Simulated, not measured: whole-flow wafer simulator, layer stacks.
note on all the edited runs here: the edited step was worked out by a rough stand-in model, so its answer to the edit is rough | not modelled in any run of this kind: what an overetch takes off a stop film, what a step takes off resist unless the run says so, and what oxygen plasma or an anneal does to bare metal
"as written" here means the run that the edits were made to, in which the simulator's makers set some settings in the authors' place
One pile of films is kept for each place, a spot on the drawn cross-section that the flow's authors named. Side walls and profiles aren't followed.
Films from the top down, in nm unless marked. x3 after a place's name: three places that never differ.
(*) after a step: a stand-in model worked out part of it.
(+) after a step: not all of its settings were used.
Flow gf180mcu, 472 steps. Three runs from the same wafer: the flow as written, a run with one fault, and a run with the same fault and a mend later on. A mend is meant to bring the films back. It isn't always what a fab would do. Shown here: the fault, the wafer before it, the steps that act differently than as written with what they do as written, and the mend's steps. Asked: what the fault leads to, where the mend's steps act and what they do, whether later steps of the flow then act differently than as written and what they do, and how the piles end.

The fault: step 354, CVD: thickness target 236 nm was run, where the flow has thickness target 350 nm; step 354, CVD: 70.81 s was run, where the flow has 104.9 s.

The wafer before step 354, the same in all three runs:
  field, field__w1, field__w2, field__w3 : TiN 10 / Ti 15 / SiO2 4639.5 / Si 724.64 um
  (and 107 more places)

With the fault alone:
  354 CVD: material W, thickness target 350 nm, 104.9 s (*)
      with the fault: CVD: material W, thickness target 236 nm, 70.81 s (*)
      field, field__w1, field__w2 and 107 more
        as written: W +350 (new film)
        with the fault: W +237.2 (new film)
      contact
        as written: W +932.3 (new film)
        with the fault: W +819.5 (new film)
  Later steps of the flow that act differently than as written:
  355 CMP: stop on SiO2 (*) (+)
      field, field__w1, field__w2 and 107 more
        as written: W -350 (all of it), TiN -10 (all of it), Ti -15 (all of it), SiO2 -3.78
        with the fault: W -237.2 (all of it), TiN -10 (all of it), Ti -15 (all of it), SiO2 -2.65
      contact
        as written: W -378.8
        with the fault: W -264.9
  At the end the piles differ from the flow's only slightly at the places that both follow, by at most 2% or 0.5 nm, whichever is larger.

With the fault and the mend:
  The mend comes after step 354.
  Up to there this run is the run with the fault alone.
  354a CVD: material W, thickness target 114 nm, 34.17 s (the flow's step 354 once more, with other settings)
      field, field__w1, field__w2 and 108 more
        W +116
  No later step of the flow acts differently than as written, at any place that is followed, by more than 2% or 0.5 nm, whichever is larger.
  At the end the piles differ from the flow's only slightly at the places that both follow, by at most 2% or 0.5 nm, whichever is larger.
